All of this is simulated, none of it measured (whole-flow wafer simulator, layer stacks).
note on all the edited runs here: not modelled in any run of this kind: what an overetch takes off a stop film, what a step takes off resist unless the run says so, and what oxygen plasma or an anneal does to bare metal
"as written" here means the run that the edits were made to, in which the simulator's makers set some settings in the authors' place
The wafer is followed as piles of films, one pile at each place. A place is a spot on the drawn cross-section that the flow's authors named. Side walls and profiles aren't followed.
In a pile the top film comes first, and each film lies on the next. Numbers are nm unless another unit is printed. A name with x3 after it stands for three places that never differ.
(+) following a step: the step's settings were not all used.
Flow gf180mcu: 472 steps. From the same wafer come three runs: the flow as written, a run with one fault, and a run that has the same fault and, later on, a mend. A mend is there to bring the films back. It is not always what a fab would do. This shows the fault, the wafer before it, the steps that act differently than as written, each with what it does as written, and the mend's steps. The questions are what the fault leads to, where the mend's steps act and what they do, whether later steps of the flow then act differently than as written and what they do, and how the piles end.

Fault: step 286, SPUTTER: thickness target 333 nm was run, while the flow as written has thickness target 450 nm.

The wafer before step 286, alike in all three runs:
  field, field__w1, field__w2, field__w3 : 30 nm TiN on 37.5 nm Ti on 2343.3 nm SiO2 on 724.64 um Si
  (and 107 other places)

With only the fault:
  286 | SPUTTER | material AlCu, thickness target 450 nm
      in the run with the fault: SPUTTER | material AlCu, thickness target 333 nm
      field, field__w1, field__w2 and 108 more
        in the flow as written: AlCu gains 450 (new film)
        in the run with the fault: AlCu gains 333 (new film)
  Steps further on in the flow that do not act as written:
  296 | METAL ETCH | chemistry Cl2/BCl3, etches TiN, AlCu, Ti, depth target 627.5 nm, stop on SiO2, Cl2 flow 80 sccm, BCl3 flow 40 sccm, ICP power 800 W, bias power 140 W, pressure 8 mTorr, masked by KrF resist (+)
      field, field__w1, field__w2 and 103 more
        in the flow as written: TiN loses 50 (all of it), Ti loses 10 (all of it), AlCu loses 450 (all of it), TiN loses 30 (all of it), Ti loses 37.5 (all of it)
        in the run with the fault: TiN loses 50 (all of it), Ti loses 10 (all of it), AlCu loses 333 (all of it), TiN loses 30 (all of it), Ti loses 37.5 (all of it)
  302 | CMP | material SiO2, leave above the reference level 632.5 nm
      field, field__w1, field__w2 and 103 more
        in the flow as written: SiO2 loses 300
        in the run with the fault: SiO2 loses 417
  The piles end different from the flow's at field__w4, field__w8, contact, m1, m1__w1, mim, mim_1p0, m1_nw by more than 2% or 0.5 nm, whichever is larger.
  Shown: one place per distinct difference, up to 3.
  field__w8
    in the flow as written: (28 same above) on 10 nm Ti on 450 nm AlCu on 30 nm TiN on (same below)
    in the run with the fault: (28 same above) on 10 nm Ti on 333 nm AlCu on 30 nm TiN on (same below)
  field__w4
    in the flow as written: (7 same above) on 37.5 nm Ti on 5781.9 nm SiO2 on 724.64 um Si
    in the run with the fault: (7 same above) on 37.5 nm Ti on 5664.9 nm SiO2 on 724.64 um Si
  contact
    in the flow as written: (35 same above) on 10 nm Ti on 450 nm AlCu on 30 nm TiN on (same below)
    in the run with the fault: (35 same above) on 10 nm Ti on 333 nm AlCu on 30 nm TiN on (same below)

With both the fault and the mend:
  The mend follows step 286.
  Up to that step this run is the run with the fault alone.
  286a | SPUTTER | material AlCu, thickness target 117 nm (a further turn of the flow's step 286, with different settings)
      field, field__w1, field__w2 and 108 more
        AlCu gains 117
  Every later step of the flow that is run acts as written at every place that is followed.
  The piles end the same as the flow's at every place that both follow.
